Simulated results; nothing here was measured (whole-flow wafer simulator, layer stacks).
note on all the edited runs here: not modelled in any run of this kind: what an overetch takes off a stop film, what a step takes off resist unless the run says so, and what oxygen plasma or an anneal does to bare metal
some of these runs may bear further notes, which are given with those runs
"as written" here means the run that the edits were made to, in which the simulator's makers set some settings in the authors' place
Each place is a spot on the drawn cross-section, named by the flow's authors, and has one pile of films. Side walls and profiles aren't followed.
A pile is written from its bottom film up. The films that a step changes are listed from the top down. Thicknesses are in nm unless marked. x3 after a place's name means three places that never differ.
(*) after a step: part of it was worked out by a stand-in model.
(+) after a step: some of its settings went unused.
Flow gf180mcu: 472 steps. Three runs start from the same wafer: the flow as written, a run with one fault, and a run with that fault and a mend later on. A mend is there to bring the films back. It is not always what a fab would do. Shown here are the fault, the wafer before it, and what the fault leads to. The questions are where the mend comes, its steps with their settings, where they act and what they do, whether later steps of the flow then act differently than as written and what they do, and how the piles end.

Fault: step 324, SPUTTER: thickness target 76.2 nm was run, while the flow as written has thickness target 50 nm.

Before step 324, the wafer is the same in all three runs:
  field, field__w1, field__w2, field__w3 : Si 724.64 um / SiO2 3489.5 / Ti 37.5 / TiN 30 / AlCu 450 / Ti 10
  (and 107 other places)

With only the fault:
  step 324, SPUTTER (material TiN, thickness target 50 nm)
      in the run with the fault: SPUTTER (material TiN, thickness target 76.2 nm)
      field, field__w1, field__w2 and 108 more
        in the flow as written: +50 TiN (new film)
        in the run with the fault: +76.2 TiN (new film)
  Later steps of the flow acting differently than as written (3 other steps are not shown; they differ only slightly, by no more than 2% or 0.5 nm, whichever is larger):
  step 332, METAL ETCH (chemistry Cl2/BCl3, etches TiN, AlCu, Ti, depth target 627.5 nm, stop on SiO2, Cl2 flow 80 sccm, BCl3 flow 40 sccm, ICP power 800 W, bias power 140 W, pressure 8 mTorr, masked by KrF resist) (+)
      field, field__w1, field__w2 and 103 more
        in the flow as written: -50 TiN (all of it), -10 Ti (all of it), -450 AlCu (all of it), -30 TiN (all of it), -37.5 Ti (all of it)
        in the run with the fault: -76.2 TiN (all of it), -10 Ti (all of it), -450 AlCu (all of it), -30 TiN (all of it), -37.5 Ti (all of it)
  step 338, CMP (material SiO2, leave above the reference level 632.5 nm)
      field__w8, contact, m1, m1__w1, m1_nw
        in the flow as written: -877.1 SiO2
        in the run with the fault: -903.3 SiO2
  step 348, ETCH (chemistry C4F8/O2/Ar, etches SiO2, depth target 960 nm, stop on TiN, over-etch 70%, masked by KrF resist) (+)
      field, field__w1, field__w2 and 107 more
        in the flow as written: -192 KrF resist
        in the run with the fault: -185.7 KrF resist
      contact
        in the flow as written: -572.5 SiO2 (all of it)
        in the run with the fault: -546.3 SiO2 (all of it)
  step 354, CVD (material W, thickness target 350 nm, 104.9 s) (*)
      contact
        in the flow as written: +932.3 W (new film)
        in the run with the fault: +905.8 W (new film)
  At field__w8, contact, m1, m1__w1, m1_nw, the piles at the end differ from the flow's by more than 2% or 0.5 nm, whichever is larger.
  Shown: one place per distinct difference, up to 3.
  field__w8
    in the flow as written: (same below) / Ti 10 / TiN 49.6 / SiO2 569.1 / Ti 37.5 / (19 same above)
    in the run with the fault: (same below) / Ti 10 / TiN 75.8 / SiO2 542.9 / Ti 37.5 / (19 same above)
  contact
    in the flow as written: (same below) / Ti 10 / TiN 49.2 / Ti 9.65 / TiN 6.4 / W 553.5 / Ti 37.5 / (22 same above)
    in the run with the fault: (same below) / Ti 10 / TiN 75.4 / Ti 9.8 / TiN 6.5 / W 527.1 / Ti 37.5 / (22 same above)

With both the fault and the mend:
  After step 324 comes the mend.
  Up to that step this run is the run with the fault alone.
  step 324a, METAL ETCH (chemistry Cl2/BCl3, etches TiN, AlCu, Ti, depth target 26.2 nm, Cl2 flow 80 sccm, BCl3 flow 40 sccm, ICP power 800 W, bias power 140 W, pressure 8 mTorr) (a further turn of the flow's step 260, with different settings)
      field, field__w1, field__w2 and 108 more
        -26.2 TiN
  Every later step of the flow that is run acts as written at every place that is followed.
  At every place that both follow, the piles at the end match the flow's.
